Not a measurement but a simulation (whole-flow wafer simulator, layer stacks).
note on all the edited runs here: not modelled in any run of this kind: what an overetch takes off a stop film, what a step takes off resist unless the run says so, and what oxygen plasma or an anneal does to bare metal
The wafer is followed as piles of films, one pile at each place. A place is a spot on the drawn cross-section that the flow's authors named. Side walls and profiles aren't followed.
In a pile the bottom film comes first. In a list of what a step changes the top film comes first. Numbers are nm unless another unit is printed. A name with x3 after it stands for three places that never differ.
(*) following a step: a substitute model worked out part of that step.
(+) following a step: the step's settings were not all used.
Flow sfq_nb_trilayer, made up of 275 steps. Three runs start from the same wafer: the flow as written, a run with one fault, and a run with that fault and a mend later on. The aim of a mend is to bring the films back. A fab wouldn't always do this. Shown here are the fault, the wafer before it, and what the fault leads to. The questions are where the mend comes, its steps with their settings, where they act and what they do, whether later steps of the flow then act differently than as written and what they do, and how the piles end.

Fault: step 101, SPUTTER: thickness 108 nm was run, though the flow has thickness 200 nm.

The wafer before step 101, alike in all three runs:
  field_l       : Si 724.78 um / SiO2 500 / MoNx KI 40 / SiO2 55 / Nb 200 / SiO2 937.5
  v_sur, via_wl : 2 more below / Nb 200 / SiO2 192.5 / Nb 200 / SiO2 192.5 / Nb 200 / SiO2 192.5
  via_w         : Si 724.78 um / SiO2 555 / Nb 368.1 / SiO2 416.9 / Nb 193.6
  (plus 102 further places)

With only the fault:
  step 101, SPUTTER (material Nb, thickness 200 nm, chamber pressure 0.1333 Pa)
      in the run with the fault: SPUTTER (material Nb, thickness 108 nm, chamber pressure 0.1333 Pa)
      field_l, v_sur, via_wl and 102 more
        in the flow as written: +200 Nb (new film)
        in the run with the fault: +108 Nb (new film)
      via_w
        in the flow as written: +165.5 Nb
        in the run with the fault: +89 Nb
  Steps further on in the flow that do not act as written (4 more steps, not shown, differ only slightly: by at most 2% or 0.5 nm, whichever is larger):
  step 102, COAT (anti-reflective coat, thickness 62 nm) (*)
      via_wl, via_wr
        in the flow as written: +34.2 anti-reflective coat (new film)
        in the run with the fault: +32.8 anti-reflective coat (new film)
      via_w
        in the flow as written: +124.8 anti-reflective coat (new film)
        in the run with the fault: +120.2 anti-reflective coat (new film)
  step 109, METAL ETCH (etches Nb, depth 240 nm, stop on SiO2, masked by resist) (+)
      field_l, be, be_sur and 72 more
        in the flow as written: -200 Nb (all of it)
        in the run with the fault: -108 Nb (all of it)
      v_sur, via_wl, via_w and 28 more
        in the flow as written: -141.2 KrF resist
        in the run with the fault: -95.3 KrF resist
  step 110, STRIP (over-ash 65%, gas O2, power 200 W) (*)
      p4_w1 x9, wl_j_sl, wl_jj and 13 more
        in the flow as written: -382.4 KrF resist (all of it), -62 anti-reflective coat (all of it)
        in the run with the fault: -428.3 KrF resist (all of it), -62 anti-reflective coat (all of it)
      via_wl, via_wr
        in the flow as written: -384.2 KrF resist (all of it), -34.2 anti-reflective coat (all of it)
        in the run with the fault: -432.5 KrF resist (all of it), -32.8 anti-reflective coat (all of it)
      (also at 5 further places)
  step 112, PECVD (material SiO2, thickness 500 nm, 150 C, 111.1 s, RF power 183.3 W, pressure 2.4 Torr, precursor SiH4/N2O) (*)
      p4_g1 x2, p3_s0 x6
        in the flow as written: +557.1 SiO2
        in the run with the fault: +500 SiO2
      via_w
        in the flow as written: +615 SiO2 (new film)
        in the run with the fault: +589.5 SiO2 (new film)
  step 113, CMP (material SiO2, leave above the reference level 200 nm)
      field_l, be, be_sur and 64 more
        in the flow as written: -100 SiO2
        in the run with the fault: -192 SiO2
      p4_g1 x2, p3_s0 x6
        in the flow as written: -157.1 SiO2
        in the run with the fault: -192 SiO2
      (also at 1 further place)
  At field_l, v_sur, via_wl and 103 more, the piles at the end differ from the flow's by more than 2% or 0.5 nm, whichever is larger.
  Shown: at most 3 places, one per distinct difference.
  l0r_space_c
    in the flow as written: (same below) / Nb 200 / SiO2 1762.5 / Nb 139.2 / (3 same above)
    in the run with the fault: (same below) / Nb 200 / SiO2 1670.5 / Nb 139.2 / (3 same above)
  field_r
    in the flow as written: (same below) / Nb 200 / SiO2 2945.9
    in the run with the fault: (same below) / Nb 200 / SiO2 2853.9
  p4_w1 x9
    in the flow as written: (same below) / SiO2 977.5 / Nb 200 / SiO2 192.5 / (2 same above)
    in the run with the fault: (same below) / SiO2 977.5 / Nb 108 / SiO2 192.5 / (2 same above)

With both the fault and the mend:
  The mend follows step 101.
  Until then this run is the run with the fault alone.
  step 101a, SPUTTER (material Nb, thickness 92 nm, chamber pressure 0.1333 Pa) (a further turn of the flow's step 101, with different settings)
      field_l, v_sur, via_wl and 102 more
        +92 Nb
      via_w
        +74.7 Nb
  Later steps of the flow that are run all act as written at every place that is followed, up to a difference of at most 2% or 0.5 nm, whichever is larger.
  When the end is reached, the piles differ only a little from the flow's at the places that both follow, at most by 2% or 0.5 nm, whichever is larger.
